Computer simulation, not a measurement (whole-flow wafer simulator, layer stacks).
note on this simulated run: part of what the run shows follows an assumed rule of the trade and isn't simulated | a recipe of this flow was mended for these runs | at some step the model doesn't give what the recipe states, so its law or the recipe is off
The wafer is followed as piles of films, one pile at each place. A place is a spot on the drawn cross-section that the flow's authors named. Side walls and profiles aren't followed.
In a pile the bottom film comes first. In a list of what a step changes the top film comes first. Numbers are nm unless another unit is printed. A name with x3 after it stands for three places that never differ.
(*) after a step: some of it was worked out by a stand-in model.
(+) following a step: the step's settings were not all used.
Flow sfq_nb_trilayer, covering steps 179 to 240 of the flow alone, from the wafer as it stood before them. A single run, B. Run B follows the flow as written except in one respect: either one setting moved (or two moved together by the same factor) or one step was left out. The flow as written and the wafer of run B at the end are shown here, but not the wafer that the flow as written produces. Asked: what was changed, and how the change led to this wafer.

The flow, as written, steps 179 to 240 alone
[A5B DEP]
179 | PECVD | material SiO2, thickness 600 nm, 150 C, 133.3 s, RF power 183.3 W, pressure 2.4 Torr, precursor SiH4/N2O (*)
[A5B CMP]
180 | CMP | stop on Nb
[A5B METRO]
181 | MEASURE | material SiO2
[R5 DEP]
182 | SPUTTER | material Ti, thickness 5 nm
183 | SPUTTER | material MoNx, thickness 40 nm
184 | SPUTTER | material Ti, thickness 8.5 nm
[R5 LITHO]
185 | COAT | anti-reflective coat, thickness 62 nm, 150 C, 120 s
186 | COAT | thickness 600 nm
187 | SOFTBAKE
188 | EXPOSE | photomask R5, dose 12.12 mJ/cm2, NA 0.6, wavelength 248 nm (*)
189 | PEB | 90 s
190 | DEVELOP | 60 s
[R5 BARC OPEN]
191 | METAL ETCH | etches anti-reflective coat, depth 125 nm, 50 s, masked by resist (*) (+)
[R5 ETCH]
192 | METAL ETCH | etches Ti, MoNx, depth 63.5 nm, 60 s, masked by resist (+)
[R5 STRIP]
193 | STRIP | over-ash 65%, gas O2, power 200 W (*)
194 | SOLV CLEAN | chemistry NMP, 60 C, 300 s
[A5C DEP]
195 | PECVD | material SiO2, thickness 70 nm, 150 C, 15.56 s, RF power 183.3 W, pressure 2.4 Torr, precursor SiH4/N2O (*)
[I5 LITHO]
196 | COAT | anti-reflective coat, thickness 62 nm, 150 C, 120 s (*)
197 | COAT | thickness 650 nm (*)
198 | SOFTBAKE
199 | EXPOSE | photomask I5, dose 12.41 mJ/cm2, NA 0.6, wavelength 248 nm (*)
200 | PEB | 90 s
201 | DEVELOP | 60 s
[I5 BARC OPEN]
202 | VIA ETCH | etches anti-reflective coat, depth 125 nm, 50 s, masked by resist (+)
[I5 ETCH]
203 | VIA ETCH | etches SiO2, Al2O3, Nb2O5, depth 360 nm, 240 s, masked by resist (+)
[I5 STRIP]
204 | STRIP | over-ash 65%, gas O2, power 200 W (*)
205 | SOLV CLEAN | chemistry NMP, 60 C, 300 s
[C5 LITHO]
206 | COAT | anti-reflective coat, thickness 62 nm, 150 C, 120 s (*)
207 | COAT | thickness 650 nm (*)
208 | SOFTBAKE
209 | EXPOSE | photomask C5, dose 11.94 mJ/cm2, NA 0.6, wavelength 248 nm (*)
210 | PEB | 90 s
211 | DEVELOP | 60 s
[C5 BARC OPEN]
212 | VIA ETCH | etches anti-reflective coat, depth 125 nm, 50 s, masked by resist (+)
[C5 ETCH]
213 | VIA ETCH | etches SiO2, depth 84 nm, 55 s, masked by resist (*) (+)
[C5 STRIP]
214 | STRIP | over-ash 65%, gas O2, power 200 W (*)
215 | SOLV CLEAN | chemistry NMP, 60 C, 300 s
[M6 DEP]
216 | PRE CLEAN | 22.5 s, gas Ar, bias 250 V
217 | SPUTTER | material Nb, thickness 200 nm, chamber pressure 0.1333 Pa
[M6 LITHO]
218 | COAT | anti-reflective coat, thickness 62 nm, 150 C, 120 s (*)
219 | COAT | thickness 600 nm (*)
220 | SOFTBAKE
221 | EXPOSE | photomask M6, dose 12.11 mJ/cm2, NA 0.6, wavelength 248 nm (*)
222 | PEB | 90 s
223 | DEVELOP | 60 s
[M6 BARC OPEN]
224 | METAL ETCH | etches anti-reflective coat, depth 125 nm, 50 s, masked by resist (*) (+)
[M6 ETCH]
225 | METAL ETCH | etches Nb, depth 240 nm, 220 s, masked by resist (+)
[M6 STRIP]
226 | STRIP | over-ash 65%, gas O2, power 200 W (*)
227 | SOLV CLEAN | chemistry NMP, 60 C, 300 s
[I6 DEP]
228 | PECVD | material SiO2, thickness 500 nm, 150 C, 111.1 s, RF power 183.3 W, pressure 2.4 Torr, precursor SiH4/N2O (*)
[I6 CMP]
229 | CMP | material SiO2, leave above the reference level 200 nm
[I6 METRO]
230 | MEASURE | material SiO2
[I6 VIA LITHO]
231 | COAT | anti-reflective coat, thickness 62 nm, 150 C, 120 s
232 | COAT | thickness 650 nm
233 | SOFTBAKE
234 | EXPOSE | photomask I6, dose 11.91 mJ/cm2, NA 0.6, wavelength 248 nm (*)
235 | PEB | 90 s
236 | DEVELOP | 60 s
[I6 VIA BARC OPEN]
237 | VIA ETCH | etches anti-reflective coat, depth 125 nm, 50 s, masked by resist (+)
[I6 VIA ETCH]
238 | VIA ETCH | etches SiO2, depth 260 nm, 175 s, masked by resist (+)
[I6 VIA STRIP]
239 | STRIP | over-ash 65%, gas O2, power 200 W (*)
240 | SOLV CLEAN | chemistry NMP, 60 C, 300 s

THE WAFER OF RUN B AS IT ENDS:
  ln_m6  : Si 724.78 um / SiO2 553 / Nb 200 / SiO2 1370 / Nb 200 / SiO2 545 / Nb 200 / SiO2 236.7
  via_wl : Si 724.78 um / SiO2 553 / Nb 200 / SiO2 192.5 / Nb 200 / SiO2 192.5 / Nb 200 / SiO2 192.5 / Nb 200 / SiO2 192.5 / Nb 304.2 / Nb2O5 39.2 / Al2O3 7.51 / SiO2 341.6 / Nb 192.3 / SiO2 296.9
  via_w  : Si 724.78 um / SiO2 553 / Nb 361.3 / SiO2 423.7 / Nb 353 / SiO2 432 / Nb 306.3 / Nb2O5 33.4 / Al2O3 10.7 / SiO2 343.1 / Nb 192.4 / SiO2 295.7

The reason: step 179, PECVD: thickness 300 nm was run, whereas the flow has thickness 600 nm; step 179, PECVD: 66.67 s was run, where the flow has 133.3 s.

How this came from the change, step by step:
  179 | PECVD | material SiO2, thickness 600 nm, 150 C, 133.3 s, RF power 183.3 W, pressure 2.4 Torr, precursor SiH4/N2O (*)
      v_sur, via_sp, via_v and 47 more: +300 SiO2 (new film) (in the flow as written it would be: +600 SiO2 (new film))
      field_l, lsp_m, ln_m6 and 44 more: +300 SiO2 (in the flow as written it would be: +600 SiO2)
      (and at 9 other places as well)
  180 | CMP | stop on Nb
      field_l, lsp_m, ln_m6 and 44 more: nothing (in the flow as written it would be: -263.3 SiO2)
      r_sur, res, r_end, moat, field_r, lsp_l: nothing (in the flow as written it would be: -256.4 SiO2)
      (and at 53 other places as well)
  182 | SPUTTER | material Ti, thickness 5 nm
      via_wl, via_wr: +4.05 Ti (new film) (in the flow as written it would be: +5 Ti (new film))
  183 | SPUTTER | material MoNx, thickness 40 nm
      via_wl, via_wr: +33 MoNx (new film) (in the flow as written it would be: +40 MoNx (new film))
      r_sur: +38.5 MoNx (new film) (in the flow as written it would be: +40 MoNx (new film))
  184 | SPUTTER | material Ti, thickness 8.5 nm
      via_wl, via_wr: +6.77 Ti (new film) (in the flow as written it would be: +8.5 Ti (new film))
  185 | COAT | anti-reflective coat, thickness 62 nm, 150 C, 120 s
      via_sp, wl_g_m5: +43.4 anti-reflective coat (new film) (in the flow as written it would be: +62 anti-reflective coat (new film))
      be, gap: +59.5 anti-reflective coat (new film) (in the flow as written it would be: +62 anti-reflective coat (new film))
      (and at 41 other places as well)
  186 | COAT | thickness 600 nm
      via_wl: +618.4 KrF-resist-other-grade (new film) (in the flow as written it would be: +600 KrF-resist-other-grade (new film))
      via_w: +626.3 KrF-resist-other-grade (new film) (in the flow as written it would be: +600 KrF-resist-other-grade (new film))
      (and at 4 other places as well)
  190 | DEVELOP | 60 s
      via_wl: -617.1 KrF-resist-other-grade (all of it) (in the flow as written it would be: -598.7 KrF-resist-other-grade (all of it))
      via_w: -625 KrF-resist-other-grade (all of it) (in the flow as written it would be: -598.7 KrF-resist-other-grade (all of it))
      (and at 4 other places as well)
  191 | METAL ETCH | etches anti-reflective coat, depth 125 nm, 50 s, masked by resist (*) (+)
      via_sp, wl_g_m5: -43.4 anti-reflective coat (all of it) (in the flow as written it would be: -62 anti-reflective coat (all of it))
      be, gap: -59.5 anti-reflective coat (all of it) (in the flow as written it would be: -62 anti-reflective coat (all of it))
      (and at 38 other places as well)
  192 | METAL ETCH | etches Ti, MoNx, depth 63.5 nm, 60 s, masked by resist (+)
      via_wl, via_wr: -6.77 Ti (all of it), -33 MoNx (all of it), -4.05 Ti (all of it), -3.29 SiO2 (in the flow as written it would be: -8.5 Ti (all of it), -40 MoNx (all of it), -5 Ti (all of it), -1.67 SiO2)
  193 | STRIP | over-ash 65%, gas O2, power 200 W (*)
      be_r: -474 KrF-resist-other-grade (all of it), -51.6 anti-reflective coat (all of it) (in the flow as written it would be: -480.4 KrF-resist-other-grade (all of it), -62 anti-reflective coat (all of it))
      r_sur: -482.4 KrF-resist-other-grade (all of it), -79.7 anti-reflective coat (all of it) (in the flow as written it would be: -480.4 KrF-resist-other-grade (all of it), -62 anti-reflective coat (all of it))
      (and at 2 other places as well)
  196 | COAT | anti-reflective coat, thickness 62 nm, 150 C, 120 s (*)
      wl_b_sr, wl_g_sl: +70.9 anti-reflective coat (new film) (in the flow as written it would be: +62 anti-reflective coat (new film))
      m5r_line_l, m5r_line_r: +47.5 anti-reflective coat (new film) (in the flow as written it would be: +62 anti-reflective coat (new film))
      (and at 43 other places as well)
  197 | COAT | thickness 650 nm (*)
      via_wl: +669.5 KrF-resist-other-grade (new film) (in the flow as written it would be: +650.7 KrF-resist-other-grade (new film))
      via_w: +677.4 KrF-resist-other-grade (new film) (in the flow as written it would be: +650.7 KrF-resist-other-grade (new film))
      (and at 3 other places as well)
  202 | VIA ETCH | etches anti-reflective coat, depth 125 nm, 50 s, masked by resist (+)
      be: -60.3 anti-reflective coat (all of it), -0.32 SiO2 (in the flow as written it would be: -62.7 anti-reflective coat (all of it), -0.31 SiO2)
  204 | STRIP | over-ash 65%, gas O2, power 200 W (*)
      m5r_line_l, m5r_line_r: -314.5 KrF-resist-other-grade (all of it), -47.5 anti-reflective coat (all of it) (in the flow as written it would be: -315.7 KrF-resist-other-grade (all of it), -62 anti-reflective coat (all of it))
      m5r_space_l, m5r_space_r: -316.5 KrF-resist-other-grade (all of it), -82.1 anti-reflective coat (all of it) (in the flow as written it would be: -315.7 KrF-resist-other-grade (all of it), -62 anti-reflective coat (all of it))
      (and at 49 other places as well)
  206 | COAT | anti-reflective coat, thickness 62 nm, 150 C, 120 s (*)
      wl_b_sr, wl_g_sl: +70.9 anti-reflective coat (new film) (in the flow as written it would be: +62 anti-reflective coat (new film))
      m5r_line_l, m5r_line_r: +47.5 anti-reflective coat (new film) (in the flow as written it would be: +62 anti-reflective coat (new film))
      (and at 45 other places as well)
  ... 9 further steps ...
  229 | CMP | material SiO2, leave above the reference level 200 nm
      field_l, p4_fl, p4_fm and 35 more: -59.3 SiO2 (in the flow as written it would be: -96 SiO2)
      ln_m6, wl_a_m6, wl_c_m6, wl_f_m6: -263.3 SiO2 (in the flow as written it would be: -300 SiO2)
      (and at 14 other places as well)
